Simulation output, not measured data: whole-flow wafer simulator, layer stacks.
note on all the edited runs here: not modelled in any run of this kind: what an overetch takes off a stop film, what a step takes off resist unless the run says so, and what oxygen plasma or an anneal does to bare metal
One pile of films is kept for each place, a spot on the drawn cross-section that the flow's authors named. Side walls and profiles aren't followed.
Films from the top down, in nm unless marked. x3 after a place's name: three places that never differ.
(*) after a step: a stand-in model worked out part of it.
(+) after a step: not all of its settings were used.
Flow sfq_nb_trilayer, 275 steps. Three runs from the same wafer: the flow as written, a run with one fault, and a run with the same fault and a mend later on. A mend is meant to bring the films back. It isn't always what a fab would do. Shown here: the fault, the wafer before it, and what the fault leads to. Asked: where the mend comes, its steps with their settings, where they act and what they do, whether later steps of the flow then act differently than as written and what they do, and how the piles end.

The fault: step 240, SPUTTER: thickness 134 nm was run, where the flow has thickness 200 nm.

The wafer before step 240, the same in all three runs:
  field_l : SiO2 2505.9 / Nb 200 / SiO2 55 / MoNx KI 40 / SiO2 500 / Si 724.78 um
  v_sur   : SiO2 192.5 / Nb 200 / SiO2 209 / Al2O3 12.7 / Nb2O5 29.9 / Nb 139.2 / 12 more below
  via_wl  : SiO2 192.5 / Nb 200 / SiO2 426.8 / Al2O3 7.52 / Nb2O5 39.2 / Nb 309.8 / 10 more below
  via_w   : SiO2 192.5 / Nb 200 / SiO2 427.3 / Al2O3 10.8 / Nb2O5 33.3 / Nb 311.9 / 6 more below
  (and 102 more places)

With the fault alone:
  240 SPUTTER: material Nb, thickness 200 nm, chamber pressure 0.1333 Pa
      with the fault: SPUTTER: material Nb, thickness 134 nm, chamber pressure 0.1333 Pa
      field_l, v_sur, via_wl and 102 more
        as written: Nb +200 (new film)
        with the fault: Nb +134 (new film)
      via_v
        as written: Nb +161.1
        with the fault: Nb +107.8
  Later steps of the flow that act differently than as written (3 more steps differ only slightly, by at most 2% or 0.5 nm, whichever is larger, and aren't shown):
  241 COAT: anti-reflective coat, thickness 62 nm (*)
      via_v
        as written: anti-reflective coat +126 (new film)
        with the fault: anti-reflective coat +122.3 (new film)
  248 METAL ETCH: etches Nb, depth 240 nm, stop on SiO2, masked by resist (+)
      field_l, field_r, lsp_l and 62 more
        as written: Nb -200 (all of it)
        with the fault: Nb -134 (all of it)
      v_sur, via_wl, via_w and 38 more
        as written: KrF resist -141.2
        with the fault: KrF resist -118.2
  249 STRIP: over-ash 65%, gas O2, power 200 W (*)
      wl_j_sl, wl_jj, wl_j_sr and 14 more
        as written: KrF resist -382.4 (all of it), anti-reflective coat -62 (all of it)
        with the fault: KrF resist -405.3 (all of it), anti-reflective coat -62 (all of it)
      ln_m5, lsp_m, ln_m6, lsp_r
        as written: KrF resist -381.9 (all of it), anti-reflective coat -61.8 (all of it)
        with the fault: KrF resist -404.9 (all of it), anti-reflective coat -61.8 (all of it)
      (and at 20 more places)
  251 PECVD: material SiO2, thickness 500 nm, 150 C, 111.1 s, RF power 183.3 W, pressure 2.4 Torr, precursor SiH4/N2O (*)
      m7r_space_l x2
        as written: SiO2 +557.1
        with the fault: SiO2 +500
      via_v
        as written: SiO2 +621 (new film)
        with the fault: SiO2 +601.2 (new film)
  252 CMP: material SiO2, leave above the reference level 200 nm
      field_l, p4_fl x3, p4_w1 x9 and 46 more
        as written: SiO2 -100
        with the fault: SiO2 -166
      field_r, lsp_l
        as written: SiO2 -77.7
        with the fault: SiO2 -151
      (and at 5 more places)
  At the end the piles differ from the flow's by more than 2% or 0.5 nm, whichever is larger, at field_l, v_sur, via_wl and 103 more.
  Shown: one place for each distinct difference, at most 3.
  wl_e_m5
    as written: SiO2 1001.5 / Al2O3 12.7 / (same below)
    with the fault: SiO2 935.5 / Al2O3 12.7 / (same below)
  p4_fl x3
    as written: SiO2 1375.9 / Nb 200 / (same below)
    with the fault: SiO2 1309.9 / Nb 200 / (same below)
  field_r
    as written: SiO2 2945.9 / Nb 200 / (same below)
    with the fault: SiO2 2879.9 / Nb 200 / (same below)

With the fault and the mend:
  The mend comes after step 240.
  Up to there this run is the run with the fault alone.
  240a SPUTTER: material Nb, thickness 66 nm, chamber pressure 0.1333 Pa (the flow's step 240 once more, with other settings)
      field_l, v_sur, via_wl and 102 more
        Nb +66
      via_v
        Nb +49.7
  No later step of the flow acts differently than as written, at any place that is followed, by more than 2% or 0.5 nm, whichever is larger.
  At the end the piles differ from the flow's only slightly at the places that both follow, by at most 2% or 0.5 nm, whichever is larger.
